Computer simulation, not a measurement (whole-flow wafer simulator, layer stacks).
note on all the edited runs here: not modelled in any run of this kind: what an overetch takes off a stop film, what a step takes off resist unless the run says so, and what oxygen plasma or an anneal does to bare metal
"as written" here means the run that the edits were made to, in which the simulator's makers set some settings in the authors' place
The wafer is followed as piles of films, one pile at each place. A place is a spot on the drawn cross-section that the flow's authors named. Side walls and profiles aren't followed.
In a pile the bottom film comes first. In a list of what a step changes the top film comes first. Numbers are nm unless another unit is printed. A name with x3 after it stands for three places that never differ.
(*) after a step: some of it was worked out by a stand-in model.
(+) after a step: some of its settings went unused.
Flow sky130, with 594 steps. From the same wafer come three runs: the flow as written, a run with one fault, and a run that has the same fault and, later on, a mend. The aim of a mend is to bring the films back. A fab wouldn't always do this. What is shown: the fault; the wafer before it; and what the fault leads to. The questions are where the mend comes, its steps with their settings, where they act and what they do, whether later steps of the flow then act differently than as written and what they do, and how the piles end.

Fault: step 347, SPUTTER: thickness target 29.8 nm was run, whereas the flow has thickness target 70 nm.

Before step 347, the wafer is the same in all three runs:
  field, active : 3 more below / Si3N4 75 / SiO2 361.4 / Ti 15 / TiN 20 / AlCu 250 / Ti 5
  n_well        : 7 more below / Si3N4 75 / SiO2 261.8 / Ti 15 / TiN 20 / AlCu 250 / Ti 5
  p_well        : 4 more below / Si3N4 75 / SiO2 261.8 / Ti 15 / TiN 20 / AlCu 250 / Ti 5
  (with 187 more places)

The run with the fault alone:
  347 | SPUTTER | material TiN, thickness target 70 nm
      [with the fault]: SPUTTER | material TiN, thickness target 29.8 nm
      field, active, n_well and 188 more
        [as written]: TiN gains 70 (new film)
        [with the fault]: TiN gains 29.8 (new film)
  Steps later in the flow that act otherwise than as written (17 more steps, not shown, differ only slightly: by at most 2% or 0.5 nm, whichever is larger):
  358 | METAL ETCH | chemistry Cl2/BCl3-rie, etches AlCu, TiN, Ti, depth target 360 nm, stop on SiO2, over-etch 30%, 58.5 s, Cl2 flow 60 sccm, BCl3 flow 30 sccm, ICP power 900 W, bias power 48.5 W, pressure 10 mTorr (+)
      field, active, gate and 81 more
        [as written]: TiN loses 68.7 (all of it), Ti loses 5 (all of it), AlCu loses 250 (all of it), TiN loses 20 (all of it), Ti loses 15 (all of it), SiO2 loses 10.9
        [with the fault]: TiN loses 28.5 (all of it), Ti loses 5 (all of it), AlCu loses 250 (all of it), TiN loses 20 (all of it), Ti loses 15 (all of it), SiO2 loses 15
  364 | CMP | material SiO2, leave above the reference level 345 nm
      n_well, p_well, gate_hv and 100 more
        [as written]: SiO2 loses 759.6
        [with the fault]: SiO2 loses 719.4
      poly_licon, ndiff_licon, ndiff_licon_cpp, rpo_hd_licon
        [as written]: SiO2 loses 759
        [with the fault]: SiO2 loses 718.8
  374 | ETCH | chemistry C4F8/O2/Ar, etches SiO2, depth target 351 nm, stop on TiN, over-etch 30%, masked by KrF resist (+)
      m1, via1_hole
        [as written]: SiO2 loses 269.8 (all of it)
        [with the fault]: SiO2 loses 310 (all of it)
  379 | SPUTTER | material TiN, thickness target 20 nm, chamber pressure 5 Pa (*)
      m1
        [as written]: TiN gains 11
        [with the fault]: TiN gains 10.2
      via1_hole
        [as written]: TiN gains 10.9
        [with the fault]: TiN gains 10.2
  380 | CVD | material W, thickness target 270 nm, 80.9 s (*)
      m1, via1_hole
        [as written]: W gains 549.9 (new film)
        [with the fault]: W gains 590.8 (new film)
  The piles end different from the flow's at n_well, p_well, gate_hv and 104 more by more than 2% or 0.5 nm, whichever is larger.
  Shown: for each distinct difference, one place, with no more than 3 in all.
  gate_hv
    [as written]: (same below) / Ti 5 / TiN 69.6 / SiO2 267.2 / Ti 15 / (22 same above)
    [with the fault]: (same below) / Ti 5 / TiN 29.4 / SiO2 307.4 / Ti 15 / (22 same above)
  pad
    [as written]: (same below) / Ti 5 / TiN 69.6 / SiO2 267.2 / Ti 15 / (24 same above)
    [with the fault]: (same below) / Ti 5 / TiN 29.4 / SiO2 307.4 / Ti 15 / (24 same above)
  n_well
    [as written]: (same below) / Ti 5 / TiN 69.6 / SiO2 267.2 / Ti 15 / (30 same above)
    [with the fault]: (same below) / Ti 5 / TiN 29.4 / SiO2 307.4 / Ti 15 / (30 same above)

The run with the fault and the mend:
  The mend stands after step 347.
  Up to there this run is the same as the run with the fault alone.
  347a | SPUTTER | material TiN, thickness target 40.2 nm (the flow's step 347 again, with other settings)
      field, active, n_well and 188 more
        TiN gains 40.2
  Every later step of the flow that is run acts as written at every place that is followed.
  By the end, the piles equal the flow's at every place that both follow.
